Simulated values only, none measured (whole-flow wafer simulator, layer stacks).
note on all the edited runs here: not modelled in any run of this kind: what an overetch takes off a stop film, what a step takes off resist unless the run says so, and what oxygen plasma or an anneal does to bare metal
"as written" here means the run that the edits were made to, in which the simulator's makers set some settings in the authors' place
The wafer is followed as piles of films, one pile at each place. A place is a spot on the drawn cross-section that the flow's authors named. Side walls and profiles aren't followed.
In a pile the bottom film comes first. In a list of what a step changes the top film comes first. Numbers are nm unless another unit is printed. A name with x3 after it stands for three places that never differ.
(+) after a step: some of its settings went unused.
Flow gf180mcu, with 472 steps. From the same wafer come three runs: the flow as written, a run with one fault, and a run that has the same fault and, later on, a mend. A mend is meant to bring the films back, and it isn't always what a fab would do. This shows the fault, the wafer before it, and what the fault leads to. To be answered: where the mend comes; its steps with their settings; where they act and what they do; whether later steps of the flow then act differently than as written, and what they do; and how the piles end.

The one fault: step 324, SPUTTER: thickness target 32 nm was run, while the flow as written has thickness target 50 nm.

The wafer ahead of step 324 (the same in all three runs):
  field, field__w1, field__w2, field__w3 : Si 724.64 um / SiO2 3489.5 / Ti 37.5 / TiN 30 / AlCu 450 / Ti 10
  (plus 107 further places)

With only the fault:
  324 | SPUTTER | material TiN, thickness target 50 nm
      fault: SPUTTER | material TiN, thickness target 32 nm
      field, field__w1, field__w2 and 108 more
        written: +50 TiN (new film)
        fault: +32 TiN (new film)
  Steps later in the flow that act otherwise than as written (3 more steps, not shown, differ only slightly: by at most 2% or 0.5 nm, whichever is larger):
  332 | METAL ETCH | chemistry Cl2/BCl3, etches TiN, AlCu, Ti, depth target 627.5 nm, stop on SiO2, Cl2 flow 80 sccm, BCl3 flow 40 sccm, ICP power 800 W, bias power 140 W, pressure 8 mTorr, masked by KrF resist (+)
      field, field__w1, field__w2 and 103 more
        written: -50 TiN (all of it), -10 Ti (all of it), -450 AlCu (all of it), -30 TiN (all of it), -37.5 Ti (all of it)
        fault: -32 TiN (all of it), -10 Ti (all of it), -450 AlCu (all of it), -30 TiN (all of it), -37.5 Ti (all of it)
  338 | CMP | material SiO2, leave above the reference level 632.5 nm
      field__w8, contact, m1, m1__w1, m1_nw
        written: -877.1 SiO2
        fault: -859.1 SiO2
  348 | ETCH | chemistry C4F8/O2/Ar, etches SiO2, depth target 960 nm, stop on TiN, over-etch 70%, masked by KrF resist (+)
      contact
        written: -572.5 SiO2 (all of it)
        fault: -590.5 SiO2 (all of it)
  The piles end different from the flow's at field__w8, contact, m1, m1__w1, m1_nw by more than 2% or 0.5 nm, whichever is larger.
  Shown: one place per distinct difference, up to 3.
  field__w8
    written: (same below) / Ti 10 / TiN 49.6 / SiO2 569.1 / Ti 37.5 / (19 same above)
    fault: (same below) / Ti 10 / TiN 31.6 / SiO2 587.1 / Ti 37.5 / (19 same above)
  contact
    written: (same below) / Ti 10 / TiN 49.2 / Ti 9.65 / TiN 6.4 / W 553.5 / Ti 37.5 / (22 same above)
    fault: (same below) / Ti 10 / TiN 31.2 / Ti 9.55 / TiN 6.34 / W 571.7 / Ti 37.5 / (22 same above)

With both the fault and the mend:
  After step 324 comes the mend.
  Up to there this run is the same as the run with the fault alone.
  324a | SPUTTER | material TiN, thickness target 18 nm (a further turn of the flow's step 324, with different settings)
      field, field__w1, field__w2 and 108 more
        +18 TiN
  Later steps of the flow that are run all act as written at every place that is followed.
  By the end, the piles equal the flow's at every place that both follow.
